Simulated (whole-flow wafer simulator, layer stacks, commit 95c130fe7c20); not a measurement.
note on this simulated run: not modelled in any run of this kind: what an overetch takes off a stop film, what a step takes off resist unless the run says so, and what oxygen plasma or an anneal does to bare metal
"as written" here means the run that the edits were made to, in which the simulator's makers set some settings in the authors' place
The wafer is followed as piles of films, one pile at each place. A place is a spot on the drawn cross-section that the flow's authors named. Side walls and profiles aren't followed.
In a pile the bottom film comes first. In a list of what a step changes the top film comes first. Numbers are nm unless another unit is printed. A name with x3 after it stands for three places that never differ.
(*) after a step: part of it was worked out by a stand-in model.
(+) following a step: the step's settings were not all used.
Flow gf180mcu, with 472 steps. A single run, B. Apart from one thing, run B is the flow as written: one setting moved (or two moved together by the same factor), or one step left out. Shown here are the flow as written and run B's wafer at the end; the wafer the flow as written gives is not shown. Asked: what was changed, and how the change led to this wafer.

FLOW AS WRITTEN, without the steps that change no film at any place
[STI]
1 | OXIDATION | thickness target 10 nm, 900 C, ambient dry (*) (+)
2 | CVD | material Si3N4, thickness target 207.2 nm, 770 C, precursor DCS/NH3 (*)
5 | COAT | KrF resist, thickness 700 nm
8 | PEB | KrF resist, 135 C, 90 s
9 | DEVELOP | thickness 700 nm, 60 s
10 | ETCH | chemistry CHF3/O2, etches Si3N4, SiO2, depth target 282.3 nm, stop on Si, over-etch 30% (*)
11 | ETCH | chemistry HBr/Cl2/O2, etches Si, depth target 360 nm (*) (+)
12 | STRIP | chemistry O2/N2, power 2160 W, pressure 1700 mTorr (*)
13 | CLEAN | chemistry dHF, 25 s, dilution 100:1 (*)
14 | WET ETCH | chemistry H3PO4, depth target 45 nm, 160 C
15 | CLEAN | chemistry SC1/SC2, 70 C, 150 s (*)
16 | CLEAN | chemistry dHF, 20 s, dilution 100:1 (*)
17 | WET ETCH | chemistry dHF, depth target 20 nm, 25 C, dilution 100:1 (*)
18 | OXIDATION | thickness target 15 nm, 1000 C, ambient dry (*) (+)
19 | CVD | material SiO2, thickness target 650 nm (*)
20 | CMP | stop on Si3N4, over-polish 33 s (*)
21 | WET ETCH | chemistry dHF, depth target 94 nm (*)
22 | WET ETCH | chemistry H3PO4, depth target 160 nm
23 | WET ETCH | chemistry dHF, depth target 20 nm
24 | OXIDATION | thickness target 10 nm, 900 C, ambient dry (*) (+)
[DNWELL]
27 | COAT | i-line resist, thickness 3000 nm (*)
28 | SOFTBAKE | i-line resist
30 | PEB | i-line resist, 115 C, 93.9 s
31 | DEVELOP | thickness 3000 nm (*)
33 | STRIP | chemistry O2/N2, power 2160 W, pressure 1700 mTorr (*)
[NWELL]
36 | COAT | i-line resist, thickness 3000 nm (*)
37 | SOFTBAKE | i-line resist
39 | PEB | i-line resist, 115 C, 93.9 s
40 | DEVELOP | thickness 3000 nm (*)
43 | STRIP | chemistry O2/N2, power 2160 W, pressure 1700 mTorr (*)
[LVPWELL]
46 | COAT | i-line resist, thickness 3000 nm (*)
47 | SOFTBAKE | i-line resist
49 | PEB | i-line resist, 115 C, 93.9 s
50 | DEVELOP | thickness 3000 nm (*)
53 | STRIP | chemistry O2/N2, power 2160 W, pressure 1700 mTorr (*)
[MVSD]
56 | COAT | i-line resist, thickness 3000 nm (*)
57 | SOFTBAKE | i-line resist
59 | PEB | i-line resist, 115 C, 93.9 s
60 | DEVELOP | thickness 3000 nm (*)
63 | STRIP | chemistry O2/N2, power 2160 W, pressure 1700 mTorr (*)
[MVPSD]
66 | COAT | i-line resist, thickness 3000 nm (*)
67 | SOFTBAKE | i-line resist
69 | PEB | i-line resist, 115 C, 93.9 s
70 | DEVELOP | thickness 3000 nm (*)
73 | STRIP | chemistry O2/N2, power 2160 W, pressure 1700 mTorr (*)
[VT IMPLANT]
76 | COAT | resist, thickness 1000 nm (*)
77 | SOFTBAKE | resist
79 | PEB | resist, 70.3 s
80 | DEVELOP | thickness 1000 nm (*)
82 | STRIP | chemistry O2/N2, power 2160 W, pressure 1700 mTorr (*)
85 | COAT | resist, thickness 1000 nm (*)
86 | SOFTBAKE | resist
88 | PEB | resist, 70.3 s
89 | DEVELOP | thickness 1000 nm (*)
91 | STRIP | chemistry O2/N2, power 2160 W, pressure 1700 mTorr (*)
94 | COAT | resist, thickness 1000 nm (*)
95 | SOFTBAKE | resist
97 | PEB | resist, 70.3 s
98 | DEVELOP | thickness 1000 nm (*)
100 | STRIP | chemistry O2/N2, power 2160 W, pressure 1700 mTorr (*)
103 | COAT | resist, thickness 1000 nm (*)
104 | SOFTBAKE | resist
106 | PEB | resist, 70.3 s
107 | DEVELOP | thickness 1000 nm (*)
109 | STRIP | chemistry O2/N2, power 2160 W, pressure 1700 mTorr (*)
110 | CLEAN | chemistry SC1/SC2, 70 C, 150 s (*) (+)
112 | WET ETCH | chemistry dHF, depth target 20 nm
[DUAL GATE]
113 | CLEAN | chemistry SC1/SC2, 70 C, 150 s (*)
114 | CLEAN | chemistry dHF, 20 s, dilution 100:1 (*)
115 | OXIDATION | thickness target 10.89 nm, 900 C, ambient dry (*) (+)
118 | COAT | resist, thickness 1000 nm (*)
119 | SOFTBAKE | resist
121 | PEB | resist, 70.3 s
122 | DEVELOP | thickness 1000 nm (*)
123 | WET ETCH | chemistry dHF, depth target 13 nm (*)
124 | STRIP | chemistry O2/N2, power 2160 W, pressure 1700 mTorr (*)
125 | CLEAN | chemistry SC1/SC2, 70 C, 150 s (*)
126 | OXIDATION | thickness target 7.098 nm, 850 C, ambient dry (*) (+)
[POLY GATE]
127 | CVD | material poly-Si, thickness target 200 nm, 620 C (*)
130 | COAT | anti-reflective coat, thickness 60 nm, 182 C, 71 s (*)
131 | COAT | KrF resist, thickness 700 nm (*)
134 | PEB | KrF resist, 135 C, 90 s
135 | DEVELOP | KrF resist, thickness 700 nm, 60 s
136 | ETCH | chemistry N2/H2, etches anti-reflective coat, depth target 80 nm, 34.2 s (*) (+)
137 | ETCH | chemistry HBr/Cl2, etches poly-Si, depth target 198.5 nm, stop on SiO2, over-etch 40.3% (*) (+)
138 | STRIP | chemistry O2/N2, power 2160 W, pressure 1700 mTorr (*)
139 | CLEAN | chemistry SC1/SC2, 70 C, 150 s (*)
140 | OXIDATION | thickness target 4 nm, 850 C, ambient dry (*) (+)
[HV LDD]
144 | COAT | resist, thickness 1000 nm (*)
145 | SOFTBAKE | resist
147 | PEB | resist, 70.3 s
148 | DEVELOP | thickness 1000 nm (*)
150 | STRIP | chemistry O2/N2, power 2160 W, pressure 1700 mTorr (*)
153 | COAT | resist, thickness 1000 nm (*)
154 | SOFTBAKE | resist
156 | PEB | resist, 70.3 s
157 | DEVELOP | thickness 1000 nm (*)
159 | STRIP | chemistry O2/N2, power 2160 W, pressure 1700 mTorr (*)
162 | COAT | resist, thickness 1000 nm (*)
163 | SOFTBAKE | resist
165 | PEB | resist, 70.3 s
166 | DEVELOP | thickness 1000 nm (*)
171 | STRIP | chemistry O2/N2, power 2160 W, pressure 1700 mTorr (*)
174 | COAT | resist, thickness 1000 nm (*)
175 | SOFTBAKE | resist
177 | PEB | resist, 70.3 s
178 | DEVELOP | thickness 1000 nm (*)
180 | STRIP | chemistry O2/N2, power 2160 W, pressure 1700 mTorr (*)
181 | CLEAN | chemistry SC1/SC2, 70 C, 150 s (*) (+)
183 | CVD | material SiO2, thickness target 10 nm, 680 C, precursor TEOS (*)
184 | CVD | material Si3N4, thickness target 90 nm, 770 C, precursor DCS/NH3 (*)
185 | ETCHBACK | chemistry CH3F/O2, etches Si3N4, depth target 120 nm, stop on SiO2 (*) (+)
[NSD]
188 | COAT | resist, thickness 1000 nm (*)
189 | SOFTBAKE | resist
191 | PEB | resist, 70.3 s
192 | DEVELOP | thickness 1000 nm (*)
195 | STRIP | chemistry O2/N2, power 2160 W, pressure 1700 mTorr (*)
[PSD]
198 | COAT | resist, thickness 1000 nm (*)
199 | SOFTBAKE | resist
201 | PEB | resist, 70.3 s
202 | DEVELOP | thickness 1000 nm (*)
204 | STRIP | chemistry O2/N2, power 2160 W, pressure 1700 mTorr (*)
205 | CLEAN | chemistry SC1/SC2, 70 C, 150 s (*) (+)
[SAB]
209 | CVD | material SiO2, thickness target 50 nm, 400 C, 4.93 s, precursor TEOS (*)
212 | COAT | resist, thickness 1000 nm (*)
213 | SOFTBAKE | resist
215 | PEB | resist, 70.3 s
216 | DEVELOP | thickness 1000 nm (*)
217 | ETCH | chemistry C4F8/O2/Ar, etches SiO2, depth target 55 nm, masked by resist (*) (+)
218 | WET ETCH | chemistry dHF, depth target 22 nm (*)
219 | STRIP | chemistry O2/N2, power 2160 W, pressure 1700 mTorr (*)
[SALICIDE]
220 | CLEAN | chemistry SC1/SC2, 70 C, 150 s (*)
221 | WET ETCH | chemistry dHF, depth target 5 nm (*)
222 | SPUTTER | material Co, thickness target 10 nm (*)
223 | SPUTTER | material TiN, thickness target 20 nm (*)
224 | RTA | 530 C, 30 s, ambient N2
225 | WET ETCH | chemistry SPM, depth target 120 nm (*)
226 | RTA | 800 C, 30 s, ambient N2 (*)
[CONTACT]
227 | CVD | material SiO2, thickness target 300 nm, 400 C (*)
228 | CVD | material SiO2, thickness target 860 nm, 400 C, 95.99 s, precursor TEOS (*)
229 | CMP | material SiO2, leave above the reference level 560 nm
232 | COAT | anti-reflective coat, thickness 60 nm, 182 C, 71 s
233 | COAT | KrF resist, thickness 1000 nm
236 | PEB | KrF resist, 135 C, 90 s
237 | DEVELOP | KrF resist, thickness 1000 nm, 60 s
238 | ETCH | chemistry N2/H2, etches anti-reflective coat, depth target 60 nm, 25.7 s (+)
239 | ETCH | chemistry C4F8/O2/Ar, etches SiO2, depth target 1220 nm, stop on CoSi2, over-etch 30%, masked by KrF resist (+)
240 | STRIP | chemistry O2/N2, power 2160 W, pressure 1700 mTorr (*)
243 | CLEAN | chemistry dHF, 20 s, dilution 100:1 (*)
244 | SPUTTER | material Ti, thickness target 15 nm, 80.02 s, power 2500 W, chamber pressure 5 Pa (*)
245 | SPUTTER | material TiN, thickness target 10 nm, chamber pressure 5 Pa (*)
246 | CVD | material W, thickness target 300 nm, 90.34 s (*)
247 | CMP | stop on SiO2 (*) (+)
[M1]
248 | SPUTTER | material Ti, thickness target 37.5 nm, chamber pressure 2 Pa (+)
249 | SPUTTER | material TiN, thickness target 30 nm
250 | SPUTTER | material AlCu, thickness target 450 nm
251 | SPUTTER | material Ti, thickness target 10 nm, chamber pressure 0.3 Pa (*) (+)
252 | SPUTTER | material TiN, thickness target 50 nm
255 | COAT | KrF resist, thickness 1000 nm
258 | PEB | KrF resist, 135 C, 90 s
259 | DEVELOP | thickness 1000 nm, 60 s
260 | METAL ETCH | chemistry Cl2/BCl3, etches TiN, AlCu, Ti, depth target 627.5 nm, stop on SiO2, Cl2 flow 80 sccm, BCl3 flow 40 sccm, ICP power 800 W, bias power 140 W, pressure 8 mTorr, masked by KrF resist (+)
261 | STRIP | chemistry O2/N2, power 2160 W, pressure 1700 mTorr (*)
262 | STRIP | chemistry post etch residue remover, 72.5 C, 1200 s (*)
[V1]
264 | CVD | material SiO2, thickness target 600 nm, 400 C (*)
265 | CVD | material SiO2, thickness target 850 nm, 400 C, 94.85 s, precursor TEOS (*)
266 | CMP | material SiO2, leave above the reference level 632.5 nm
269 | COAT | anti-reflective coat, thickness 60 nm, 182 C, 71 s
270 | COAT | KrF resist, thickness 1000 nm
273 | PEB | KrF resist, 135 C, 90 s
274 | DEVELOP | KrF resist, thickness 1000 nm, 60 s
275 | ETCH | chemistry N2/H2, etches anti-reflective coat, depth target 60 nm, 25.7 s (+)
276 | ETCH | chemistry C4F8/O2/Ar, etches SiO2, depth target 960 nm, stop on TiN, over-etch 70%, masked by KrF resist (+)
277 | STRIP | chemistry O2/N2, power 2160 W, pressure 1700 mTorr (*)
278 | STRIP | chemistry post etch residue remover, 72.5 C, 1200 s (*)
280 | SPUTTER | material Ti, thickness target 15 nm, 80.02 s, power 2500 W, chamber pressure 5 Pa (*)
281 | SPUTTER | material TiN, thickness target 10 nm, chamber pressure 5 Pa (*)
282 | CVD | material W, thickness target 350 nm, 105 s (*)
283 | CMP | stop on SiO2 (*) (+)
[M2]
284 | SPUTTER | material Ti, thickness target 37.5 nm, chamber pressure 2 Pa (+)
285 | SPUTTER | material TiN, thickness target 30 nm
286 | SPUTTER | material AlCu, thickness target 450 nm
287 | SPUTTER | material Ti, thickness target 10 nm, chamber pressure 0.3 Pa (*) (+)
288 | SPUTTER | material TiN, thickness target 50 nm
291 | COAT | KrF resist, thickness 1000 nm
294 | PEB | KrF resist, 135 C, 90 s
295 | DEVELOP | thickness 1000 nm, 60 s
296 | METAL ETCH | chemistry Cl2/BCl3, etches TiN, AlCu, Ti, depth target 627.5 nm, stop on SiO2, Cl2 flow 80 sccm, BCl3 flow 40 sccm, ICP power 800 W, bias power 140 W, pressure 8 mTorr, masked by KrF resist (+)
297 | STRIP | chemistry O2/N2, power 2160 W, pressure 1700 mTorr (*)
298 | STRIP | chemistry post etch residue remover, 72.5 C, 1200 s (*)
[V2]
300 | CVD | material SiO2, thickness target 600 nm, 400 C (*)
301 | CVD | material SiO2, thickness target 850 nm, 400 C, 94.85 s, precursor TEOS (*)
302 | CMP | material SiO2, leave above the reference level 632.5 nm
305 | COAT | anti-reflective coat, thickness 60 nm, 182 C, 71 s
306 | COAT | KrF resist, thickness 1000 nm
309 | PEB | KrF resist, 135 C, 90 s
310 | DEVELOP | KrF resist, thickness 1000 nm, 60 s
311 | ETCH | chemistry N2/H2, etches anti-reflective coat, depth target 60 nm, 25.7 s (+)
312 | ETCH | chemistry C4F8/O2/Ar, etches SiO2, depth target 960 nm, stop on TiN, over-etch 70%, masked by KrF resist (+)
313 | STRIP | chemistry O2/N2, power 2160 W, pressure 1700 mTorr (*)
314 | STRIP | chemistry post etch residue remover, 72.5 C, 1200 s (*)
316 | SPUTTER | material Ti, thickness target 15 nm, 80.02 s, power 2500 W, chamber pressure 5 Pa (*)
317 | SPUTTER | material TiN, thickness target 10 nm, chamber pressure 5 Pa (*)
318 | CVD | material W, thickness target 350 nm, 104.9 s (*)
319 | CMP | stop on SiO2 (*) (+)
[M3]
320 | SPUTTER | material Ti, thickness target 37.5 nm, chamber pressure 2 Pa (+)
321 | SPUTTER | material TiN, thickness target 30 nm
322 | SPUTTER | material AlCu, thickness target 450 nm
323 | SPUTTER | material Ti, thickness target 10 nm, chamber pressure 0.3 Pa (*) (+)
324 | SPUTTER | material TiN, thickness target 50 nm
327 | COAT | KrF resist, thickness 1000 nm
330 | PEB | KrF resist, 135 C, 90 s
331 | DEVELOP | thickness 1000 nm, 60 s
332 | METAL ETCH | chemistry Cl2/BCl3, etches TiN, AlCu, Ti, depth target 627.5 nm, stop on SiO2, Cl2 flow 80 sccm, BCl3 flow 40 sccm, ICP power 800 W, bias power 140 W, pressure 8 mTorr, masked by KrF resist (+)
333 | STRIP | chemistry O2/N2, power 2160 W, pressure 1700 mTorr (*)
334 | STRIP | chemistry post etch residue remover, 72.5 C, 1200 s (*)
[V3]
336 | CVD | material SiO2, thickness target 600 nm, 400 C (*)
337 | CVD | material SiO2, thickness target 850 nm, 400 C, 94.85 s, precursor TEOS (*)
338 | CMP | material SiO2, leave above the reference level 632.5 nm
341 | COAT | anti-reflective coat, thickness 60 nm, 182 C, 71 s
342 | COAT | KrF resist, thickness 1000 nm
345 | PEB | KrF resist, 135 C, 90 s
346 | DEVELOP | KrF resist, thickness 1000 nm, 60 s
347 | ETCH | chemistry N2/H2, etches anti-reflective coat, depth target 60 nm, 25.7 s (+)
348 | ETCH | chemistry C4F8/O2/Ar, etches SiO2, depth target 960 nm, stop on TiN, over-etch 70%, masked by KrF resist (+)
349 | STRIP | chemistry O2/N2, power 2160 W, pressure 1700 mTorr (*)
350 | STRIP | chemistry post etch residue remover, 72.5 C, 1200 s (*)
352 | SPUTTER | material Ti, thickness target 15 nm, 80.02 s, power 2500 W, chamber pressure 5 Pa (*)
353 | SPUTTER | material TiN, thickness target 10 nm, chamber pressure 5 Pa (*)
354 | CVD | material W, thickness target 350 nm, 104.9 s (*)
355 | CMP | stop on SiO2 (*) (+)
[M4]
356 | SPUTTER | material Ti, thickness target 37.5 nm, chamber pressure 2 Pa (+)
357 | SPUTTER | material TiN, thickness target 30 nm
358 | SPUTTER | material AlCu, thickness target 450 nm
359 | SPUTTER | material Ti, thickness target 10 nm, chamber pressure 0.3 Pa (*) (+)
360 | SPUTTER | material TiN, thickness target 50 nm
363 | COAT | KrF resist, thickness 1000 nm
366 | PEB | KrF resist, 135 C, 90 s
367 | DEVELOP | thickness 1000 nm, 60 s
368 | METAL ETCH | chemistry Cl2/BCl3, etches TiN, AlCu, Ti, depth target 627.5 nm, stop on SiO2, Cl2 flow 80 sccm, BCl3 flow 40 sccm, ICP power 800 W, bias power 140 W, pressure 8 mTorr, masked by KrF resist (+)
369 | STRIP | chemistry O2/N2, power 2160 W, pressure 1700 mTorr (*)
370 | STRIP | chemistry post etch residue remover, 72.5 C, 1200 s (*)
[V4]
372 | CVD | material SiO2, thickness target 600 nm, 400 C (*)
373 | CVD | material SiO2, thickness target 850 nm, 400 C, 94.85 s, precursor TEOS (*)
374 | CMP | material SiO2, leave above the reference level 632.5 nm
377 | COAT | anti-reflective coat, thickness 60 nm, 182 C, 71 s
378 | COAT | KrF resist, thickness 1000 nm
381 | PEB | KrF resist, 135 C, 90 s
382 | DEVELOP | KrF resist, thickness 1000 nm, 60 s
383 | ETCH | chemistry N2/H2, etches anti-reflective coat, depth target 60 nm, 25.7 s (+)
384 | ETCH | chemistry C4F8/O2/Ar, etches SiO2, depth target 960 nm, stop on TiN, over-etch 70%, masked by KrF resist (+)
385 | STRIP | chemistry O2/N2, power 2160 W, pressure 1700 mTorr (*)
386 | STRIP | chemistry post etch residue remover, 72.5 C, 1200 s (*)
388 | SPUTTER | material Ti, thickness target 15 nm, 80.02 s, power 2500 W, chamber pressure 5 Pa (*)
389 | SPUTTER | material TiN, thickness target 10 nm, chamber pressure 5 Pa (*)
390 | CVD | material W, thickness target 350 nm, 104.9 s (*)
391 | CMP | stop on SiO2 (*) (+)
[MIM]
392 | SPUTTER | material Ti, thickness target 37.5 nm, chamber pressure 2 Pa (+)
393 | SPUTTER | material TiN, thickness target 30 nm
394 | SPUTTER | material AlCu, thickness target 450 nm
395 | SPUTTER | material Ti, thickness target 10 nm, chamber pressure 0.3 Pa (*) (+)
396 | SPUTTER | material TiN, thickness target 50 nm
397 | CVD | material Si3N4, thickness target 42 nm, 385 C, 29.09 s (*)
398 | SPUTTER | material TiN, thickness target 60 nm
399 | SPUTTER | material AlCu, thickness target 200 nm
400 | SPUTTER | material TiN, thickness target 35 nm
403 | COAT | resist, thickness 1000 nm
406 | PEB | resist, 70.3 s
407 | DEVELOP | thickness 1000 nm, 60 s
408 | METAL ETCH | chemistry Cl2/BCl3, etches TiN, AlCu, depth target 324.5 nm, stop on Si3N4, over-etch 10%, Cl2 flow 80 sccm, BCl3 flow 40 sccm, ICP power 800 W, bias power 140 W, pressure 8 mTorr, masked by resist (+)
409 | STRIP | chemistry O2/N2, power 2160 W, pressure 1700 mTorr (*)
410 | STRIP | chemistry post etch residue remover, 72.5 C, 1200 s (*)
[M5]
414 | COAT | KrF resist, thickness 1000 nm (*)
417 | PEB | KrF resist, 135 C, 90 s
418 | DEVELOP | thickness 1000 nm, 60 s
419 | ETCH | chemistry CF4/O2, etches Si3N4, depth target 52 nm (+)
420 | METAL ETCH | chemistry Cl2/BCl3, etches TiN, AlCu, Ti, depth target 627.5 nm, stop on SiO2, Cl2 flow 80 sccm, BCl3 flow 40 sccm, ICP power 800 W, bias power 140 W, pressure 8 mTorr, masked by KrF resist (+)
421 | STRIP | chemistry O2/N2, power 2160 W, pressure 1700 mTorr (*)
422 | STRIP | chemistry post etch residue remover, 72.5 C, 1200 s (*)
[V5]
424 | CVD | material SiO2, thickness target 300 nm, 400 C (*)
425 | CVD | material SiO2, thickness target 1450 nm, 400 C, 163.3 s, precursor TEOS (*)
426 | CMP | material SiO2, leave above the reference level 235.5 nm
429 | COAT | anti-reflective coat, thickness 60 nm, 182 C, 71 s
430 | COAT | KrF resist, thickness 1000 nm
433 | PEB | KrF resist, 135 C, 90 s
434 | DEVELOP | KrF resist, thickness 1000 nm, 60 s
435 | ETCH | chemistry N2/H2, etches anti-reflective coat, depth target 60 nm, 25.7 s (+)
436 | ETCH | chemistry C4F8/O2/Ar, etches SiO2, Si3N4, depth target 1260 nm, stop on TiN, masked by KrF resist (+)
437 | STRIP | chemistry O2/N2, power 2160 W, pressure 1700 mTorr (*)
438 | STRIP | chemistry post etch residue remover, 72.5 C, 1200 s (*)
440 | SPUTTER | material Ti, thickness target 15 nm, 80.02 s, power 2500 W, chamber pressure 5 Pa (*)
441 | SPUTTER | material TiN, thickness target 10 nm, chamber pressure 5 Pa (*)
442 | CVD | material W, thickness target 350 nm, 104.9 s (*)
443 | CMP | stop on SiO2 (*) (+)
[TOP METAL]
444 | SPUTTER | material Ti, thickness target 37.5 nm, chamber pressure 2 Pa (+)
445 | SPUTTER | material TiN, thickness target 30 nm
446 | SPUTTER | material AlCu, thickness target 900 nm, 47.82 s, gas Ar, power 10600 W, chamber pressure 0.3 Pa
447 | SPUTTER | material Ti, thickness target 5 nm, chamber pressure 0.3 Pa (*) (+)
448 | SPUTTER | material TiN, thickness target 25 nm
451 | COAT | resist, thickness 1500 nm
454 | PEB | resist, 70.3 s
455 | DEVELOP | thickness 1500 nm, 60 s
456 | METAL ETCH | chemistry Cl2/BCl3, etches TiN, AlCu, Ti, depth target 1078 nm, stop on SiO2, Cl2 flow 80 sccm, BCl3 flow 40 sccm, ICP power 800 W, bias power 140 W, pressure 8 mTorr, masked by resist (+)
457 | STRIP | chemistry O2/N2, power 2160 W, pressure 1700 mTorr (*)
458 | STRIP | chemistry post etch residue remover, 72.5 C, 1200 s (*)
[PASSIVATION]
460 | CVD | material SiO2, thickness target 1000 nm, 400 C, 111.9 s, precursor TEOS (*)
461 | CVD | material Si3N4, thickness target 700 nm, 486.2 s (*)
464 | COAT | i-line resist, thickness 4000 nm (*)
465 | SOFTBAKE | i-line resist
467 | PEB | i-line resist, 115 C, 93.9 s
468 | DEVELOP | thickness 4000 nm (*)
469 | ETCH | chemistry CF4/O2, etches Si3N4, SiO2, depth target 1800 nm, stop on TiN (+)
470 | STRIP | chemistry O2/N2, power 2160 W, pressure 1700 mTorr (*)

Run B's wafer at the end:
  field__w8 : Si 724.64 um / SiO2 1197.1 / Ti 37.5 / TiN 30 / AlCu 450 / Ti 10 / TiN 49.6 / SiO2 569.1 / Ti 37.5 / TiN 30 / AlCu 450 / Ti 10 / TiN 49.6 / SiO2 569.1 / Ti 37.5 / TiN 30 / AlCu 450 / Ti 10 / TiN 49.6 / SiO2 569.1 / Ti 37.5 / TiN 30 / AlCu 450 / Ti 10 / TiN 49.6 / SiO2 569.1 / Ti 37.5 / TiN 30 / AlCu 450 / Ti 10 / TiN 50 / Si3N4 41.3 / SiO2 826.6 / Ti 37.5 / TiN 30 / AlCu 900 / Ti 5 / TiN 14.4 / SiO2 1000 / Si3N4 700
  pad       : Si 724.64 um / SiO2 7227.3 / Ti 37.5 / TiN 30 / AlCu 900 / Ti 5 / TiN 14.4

What caused this: step 448, SPUTTER: thickness target 14.8 nm was run, though the flow has thickness target 25 nm.

The path from the change to this, step by step:
  448 | SPUTTER | material TiN, thickness target 25 nm
      field, field__w1, field__w2 and 109 more: +14.8 TiN (new film) (it would be, as written: +25 TiN (new film))
  456 | METAL ETCH | chemistry Cl2/BCl3, etches TiN, AlCu, Ti, depth target 1078 nm, stop on SiO2, Cl2 flow 80 sccm, BCl3 flow 40 sccm, ICP power 800 W, bias power 140 W, pressure 8 mTorr, masked by resist (+)
      field, field__w1, field__w2 and 103 more: -14.8 TiN (all of it), -5 Ti (all of it), -900 AlCu (all of it), -30 TiN (all of it), -37.5 Ti (all of it) (it would be, as written: -25 TiN (all of it), -5 Ti (all of it), -900 AlCu (all of it), -30 TiN (all of it), -37.5 Ti (all of it))
